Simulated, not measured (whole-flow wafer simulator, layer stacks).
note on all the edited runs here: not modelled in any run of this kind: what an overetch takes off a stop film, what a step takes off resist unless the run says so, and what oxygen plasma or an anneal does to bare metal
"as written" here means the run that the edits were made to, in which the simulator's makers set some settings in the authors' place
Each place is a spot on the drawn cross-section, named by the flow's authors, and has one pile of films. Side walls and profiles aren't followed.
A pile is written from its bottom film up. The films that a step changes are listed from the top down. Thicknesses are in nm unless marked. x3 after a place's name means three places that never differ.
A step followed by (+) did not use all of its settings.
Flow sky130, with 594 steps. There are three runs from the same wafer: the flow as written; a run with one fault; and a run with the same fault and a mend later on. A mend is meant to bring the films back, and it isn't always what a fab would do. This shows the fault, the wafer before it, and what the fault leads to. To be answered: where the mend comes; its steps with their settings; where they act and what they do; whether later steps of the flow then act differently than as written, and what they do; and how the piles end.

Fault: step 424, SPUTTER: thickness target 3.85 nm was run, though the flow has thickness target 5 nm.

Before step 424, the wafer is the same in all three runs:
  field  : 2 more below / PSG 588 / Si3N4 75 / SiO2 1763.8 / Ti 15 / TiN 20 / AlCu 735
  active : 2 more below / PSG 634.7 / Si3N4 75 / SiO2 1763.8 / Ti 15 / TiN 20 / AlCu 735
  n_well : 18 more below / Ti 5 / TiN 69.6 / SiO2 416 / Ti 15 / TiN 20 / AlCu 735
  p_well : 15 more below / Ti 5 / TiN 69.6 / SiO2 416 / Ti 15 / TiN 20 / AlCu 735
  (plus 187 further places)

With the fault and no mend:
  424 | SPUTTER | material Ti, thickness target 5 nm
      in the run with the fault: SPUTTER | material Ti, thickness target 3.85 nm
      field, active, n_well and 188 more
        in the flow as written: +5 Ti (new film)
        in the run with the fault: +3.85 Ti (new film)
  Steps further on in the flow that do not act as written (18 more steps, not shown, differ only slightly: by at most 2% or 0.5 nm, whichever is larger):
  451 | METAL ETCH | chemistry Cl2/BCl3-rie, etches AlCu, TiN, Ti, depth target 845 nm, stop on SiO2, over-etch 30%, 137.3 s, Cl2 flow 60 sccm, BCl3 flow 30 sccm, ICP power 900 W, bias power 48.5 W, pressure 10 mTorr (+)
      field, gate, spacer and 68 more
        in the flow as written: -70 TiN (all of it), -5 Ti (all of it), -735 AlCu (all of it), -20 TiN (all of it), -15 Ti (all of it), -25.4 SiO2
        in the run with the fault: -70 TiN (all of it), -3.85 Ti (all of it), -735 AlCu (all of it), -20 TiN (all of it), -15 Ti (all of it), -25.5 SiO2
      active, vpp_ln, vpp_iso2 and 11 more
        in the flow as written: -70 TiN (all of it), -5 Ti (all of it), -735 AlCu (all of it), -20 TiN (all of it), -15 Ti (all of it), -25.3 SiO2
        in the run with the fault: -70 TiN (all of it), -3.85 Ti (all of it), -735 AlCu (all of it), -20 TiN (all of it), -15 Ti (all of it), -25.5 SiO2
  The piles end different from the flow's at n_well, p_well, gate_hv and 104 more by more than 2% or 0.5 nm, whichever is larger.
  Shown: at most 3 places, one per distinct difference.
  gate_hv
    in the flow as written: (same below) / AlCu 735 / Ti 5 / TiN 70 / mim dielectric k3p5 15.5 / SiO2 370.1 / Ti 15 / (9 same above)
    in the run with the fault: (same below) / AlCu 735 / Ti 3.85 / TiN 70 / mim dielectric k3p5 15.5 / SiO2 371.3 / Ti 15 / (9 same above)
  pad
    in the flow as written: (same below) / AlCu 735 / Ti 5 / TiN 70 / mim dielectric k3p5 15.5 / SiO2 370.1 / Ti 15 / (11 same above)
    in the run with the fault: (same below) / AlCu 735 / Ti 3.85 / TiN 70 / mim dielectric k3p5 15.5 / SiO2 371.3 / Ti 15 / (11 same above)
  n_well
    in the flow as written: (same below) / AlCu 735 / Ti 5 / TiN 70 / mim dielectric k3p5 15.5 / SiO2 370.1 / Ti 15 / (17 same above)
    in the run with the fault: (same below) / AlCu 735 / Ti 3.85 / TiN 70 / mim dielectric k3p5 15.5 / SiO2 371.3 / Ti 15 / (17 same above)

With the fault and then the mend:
  After step 424 comes the mend.
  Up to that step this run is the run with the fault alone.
  424a | SPUTTER | material Ti, thickness target 1.15 nm (a further turn of the flow's step 424, with different settings)
      field, active, n_well and 188 more
        +1.15 Ti
  Every later step of the flow that is run acts as written at every place that is followed.
  By the end, the piles equal the flow's at every place that both follow.
